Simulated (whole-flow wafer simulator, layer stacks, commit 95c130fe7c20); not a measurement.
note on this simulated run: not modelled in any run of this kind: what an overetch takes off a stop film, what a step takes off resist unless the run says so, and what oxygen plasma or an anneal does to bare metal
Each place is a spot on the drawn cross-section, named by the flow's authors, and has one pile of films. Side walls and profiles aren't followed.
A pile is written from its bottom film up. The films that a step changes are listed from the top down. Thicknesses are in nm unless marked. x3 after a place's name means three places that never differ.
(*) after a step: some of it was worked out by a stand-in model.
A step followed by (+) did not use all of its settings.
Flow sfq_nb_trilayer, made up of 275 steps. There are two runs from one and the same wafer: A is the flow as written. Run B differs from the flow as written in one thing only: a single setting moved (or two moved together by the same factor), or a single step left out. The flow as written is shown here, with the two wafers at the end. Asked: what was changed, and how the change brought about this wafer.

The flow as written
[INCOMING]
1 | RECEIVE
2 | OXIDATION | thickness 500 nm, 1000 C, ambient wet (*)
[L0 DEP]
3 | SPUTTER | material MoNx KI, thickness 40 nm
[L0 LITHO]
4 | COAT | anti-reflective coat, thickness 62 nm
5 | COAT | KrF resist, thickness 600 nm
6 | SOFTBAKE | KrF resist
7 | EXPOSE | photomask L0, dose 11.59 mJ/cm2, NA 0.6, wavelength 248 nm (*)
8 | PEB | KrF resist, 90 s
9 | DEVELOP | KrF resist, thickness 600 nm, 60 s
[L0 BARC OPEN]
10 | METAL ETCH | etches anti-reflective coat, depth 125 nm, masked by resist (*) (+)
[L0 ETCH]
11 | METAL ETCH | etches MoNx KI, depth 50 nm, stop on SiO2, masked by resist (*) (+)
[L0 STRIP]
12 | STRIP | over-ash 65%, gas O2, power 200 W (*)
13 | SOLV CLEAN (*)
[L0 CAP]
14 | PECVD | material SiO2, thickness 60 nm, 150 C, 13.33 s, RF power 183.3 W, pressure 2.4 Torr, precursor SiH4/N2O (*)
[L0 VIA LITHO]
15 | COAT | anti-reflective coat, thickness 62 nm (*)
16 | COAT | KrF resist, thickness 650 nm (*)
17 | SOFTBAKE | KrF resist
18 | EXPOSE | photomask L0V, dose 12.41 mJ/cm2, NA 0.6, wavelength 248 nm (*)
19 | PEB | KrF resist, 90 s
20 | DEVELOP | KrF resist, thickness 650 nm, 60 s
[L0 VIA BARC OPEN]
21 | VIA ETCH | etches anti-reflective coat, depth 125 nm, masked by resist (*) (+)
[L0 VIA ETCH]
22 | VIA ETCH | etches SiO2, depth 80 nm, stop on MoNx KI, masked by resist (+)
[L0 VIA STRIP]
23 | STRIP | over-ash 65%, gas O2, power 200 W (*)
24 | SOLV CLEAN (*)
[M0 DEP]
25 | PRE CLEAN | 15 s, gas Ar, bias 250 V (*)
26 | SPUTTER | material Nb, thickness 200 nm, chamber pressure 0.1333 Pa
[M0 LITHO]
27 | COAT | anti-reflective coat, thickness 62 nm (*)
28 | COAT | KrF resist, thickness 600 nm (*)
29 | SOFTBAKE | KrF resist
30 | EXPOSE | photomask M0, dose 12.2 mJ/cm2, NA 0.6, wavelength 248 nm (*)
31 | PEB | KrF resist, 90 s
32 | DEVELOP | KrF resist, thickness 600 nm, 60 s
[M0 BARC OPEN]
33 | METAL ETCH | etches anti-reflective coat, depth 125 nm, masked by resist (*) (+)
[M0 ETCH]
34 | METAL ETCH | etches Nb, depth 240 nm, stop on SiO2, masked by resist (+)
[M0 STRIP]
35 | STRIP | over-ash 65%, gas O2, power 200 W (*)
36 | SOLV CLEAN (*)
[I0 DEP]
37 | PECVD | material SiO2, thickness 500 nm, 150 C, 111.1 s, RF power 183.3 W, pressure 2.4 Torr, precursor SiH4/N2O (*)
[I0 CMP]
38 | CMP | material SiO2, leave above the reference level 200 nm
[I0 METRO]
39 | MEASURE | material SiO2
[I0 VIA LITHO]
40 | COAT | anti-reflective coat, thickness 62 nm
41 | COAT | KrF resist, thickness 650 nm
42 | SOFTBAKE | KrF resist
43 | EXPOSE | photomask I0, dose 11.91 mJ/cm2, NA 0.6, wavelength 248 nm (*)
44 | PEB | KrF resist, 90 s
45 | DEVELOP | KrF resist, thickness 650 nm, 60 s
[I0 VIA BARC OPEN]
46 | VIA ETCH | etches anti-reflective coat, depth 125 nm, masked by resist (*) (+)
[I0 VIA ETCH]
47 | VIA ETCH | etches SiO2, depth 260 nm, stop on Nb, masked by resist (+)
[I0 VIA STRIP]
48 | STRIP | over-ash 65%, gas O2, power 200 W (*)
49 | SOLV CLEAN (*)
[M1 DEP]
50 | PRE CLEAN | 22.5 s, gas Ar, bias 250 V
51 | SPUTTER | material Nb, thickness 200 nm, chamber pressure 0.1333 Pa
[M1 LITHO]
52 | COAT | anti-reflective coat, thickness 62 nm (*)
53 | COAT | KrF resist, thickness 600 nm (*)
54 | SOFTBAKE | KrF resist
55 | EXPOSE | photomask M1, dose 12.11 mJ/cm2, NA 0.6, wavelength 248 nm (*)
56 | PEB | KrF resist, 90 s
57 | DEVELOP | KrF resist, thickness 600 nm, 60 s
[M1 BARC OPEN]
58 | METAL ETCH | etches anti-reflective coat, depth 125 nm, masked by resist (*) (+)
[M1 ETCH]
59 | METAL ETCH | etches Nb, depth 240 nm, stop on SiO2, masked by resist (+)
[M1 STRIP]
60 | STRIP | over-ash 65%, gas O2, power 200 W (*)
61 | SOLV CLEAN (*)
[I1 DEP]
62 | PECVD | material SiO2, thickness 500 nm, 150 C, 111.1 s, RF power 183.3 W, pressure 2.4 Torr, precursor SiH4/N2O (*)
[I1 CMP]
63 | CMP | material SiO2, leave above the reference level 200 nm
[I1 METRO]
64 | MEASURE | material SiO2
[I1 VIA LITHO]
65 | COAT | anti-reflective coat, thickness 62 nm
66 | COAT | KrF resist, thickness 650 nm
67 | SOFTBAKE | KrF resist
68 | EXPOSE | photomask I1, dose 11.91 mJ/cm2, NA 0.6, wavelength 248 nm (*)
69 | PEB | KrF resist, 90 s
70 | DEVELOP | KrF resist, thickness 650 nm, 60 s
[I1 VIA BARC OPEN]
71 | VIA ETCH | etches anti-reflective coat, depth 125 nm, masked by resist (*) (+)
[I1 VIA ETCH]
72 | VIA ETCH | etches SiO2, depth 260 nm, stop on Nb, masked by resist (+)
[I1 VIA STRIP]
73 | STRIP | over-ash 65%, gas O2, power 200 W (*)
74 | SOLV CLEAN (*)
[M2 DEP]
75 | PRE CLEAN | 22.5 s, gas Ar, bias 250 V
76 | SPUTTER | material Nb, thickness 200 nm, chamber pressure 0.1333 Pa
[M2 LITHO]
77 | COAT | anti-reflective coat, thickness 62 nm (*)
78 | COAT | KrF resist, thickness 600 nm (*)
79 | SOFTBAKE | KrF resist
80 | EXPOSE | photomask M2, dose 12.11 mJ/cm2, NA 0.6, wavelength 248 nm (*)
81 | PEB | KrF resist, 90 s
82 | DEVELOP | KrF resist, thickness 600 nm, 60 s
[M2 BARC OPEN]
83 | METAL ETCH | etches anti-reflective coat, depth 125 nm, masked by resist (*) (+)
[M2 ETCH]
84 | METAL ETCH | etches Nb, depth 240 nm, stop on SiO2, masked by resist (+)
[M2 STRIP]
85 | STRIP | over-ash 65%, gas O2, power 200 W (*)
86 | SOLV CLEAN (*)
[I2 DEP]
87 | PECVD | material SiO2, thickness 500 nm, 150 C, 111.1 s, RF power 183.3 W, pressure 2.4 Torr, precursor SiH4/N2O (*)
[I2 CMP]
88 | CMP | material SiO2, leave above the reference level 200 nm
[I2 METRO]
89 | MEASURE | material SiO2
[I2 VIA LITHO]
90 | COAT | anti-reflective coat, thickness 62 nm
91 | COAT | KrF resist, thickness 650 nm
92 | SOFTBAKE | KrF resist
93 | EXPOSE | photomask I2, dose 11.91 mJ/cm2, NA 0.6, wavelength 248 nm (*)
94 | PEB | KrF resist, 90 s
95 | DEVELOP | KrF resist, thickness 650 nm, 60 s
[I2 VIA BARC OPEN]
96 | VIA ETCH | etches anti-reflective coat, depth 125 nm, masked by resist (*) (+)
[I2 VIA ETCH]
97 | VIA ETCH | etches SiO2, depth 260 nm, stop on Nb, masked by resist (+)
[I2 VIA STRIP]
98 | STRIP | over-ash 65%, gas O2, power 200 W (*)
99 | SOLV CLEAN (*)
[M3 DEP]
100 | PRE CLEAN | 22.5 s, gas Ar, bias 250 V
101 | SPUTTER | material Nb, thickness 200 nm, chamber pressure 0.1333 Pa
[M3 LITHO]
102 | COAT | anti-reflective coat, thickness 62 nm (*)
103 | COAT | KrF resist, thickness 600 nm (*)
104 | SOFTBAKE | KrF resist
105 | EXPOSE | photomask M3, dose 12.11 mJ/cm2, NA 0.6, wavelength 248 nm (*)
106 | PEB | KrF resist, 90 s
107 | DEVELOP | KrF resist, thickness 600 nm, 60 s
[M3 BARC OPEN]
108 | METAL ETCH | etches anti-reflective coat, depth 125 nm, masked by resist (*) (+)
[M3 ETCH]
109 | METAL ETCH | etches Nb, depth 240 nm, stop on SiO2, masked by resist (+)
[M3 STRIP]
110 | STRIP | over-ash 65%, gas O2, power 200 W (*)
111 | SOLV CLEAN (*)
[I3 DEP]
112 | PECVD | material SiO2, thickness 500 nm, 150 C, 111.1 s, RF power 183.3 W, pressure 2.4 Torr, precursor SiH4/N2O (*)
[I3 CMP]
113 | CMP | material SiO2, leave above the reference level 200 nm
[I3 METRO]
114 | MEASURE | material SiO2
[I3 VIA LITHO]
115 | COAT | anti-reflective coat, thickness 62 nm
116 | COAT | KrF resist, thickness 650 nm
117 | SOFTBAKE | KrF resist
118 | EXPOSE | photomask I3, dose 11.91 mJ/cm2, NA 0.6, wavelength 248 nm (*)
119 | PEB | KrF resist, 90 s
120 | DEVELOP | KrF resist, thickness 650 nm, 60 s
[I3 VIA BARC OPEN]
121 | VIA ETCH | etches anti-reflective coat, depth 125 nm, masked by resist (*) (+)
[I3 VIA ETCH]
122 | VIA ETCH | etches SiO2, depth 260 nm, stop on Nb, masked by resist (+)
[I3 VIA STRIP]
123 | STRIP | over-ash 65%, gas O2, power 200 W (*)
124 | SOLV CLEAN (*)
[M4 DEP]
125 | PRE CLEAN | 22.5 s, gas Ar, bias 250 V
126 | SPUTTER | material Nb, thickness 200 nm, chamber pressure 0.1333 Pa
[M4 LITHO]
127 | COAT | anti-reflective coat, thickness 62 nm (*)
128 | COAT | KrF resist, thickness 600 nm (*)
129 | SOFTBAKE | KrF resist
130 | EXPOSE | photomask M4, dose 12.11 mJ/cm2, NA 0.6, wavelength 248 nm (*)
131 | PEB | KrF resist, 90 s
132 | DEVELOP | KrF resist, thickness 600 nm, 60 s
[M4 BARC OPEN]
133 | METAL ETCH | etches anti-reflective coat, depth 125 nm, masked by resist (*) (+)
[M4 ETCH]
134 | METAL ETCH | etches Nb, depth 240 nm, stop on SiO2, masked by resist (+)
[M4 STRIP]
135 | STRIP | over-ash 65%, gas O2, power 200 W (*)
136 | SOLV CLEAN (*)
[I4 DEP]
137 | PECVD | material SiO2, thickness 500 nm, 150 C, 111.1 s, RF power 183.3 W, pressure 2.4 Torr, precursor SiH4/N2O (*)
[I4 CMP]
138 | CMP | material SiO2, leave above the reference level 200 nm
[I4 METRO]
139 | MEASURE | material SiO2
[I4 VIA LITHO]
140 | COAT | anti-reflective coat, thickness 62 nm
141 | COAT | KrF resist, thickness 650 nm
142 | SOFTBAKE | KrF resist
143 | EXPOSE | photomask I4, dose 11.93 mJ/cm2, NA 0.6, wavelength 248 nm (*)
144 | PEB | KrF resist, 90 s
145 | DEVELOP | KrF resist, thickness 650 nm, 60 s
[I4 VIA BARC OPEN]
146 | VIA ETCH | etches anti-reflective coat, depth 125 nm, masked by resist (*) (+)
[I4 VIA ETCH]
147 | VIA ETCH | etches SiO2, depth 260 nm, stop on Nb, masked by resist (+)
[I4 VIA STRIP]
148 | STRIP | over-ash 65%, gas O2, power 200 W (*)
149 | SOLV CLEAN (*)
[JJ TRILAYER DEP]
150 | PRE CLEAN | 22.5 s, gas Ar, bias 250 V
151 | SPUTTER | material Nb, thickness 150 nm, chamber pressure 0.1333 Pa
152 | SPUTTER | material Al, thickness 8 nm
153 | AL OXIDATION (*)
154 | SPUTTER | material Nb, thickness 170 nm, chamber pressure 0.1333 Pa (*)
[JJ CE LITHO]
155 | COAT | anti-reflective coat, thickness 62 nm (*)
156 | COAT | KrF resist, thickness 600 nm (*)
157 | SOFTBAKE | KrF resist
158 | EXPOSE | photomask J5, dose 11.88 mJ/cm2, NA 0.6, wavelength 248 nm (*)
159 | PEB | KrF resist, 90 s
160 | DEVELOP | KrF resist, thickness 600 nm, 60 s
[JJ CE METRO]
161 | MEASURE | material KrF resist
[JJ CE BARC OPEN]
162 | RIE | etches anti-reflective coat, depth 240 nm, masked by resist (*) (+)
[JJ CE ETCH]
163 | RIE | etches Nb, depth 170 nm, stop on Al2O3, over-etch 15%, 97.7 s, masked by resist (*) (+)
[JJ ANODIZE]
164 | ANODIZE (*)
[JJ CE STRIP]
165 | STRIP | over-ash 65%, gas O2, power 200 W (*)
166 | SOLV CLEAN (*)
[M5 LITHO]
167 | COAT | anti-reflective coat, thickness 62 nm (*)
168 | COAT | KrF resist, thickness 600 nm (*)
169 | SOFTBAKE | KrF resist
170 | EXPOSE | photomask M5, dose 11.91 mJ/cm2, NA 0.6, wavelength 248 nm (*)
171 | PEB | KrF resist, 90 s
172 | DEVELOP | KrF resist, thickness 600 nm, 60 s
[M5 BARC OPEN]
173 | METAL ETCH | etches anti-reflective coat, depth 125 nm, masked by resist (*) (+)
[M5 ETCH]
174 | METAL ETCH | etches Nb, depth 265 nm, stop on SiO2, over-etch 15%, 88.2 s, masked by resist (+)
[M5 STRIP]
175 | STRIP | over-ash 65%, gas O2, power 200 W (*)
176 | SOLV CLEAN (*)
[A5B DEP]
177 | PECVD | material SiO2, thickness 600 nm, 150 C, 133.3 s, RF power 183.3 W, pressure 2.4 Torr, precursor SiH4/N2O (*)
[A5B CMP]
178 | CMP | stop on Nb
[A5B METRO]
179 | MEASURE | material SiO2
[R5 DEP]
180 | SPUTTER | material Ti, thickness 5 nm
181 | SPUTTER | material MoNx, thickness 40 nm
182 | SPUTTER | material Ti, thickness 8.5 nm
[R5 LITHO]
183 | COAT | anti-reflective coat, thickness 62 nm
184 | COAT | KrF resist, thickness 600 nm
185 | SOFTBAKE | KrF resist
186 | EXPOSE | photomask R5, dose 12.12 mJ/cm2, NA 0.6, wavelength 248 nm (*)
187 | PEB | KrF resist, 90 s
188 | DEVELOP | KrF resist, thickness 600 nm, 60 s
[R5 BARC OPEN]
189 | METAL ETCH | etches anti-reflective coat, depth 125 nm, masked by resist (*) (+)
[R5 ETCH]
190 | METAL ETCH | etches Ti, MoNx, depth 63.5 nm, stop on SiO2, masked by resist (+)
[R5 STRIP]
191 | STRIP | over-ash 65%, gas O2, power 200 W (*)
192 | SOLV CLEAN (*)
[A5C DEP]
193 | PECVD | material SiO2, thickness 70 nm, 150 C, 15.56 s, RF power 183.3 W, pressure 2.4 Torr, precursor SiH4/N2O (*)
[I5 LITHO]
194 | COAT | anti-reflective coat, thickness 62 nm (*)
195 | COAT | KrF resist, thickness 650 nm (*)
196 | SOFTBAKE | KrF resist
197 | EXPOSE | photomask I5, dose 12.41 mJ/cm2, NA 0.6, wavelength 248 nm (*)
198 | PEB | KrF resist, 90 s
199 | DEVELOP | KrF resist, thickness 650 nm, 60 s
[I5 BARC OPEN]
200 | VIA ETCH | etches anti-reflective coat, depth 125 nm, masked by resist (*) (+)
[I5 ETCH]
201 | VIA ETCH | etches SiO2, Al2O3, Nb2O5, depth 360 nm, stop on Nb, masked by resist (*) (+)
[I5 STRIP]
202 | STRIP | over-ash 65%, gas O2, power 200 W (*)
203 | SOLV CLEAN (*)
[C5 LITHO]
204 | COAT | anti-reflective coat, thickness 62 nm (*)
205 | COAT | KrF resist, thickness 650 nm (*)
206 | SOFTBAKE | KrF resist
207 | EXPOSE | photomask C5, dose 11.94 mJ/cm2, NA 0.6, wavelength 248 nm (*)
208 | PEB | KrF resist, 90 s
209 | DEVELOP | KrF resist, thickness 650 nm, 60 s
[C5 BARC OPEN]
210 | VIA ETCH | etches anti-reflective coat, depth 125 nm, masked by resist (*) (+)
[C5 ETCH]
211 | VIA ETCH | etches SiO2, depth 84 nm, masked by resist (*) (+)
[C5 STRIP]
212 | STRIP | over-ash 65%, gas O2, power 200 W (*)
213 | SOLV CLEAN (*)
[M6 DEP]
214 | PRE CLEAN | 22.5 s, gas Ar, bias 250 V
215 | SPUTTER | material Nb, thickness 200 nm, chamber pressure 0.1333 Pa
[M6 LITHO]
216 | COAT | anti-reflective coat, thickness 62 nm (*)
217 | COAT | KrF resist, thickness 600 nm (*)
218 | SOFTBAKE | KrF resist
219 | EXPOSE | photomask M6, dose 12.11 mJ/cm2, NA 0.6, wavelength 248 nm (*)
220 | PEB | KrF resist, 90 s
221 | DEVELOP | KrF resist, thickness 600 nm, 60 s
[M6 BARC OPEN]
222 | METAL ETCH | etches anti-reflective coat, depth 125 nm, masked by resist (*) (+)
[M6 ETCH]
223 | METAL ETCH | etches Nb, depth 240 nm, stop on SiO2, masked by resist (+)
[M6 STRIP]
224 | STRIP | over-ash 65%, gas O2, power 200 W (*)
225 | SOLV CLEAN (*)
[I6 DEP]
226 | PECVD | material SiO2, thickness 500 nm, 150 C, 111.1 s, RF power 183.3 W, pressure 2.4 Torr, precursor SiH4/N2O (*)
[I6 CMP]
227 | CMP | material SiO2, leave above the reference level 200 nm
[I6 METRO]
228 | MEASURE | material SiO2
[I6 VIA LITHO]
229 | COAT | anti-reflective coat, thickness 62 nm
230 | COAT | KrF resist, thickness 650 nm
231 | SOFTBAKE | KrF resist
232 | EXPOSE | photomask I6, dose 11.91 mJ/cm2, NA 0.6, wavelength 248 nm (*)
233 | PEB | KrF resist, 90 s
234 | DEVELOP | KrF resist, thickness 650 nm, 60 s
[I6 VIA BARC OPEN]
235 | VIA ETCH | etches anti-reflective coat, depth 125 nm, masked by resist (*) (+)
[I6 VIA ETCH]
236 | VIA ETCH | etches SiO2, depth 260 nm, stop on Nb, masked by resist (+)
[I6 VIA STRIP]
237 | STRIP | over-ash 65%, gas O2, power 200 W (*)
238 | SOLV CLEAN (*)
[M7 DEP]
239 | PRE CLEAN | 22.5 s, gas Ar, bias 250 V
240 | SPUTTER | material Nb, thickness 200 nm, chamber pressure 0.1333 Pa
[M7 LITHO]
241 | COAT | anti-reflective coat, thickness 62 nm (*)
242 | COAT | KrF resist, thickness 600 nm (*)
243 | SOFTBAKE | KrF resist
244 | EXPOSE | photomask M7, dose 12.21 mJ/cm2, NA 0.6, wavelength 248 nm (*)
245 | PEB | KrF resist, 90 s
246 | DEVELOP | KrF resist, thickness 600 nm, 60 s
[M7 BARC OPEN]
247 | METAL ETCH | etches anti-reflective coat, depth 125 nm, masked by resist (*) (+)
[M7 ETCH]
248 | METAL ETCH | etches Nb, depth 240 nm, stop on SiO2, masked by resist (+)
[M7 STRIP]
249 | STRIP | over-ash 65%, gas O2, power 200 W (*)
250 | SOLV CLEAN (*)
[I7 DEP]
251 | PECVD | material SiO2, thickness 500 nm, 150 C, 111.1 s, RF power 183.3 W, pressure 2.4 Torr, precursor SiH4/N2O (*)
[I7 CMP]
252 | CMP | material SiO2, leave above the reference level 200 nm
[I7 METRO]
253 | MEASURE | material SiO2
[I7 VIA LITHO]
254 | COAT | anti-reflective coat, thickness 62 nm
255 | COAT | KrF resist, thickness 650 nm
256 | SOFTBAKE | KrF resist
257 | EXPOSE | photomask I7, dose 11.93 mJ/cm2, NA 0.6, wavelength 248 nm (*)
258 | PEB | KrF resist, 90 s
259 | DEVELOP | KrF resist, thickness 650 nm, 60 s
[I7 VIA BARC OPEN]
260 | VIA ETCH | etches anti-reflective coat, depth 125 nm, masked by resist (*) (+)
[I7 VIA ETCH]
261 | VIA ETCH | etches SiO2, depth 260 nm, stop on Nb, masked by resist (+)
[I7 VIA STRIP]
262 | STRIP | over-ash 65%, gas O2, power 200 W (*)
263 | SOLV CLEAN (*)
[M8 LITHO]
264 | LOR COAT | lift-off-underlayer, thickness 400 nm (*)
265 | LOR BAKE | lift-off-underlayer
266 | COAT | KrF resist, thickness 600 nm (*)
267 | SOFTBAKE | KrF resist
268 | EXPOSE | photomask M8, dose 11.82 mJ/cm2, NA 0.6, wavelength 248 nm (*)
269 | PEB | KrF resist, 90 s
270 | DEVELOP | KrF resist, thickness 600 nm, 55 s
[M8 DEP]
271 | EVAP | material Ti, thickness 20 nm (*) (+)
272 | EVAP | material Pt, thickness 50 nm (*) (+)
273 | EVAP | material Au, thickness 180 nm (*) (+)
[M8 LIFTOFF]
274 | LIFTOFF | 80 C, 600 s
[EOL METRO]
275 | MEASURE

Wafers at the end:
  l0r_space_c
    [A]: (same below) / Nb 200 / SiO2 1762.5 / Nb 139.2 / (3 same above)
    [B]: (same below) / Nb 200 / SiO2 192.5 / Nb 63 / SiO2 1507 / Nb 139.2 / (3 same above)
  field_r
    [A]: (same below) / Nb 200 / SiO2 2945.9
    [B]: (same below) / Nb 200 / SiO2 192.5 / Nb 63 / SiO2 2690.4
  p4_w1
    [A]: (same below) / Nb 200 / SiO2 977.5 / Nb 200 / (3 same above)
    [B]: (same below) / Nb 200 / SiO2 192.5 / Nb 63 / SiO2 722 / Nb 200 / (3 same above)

The reason: step 59, METAL ETCH: depth 137 nm was run, whereas the flow has depth 240 nm.

How this came from the change, step by step:
  59 | METAL ETCH | etches Nb, depth 240 nm, stop on SiO2, masked by resist (+)
      field_l, be, be_sur and 79 more: A -200 Nb (all of it) | B -137 Nb
      v_sur, via_wl, via_w and 21 more: A -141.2 KrF resist | B -80.6 KrF resist
  60 | STRIP | over-ash 65%, gas O2, power 200 W (*)
      wl_j_sl, wl_jj, wl_j_sr and 13 more: A -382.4 KrF resist (all of it), -62 anti-reflective coat (all of it) | B -443 KrF resist (all of it), -62 anti-reflective coat (all of it)
      v_sur: A -365.9 KrF resist (all of it), -61.1 anti-reflective coat (all of it) | B -426.5 KrF resist (all of it), -61.1 anti-reflective coat (all of it)
      (also at 7 further places)
  62 | PECVD | material SiO2, thickness 500 nm, 150 C, 111.1 s, RF power 183.3 W, pressure 2.4 Torr, precursor SiH4/N2O (*)
      field_l, be, be_sur and 72 more: A +500 SiO2 | B +500 SiO2 (new film)
      lsp_m, ln_m6, lsp_r, l0_sur, l0v: A +494.9 SiO2 | B +500 SiO2 (new film)
      (also at 2 further places)
  63 | CMP | material SiO2, leave above the reference level 200 nm
      field_l, be, be_sur and 72 more: A -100 SiO2 | B -163 SiO2
      lsp_m, ln_m6, lsp_r, l0_sur, l0v: A -94.9 SiO2 | B -163 SiO2
      (also at 2 further places)
If metal films that touch count as one body, l0r_space_c has 3 bodies (between them, from the top down: SiO2 1507; SiO2 192.5); the flow as written gives 2 bodies (between them, from the top down: SiO2 1762.5).
If metal films that touch count as one body, field_r has 2 bodies (between them, from the top down: SiO2 192.5); the flow as written gives 1 body.
If metal films that touch count as one body, p4_w1 has 4 bodies (between them, from the top down: SiO2 192.5; SiO2 722; SiO2 192.5); the flow as written gives 3 bodies (between them, from the top down: SiO2 192.5; SiO2 977.5).
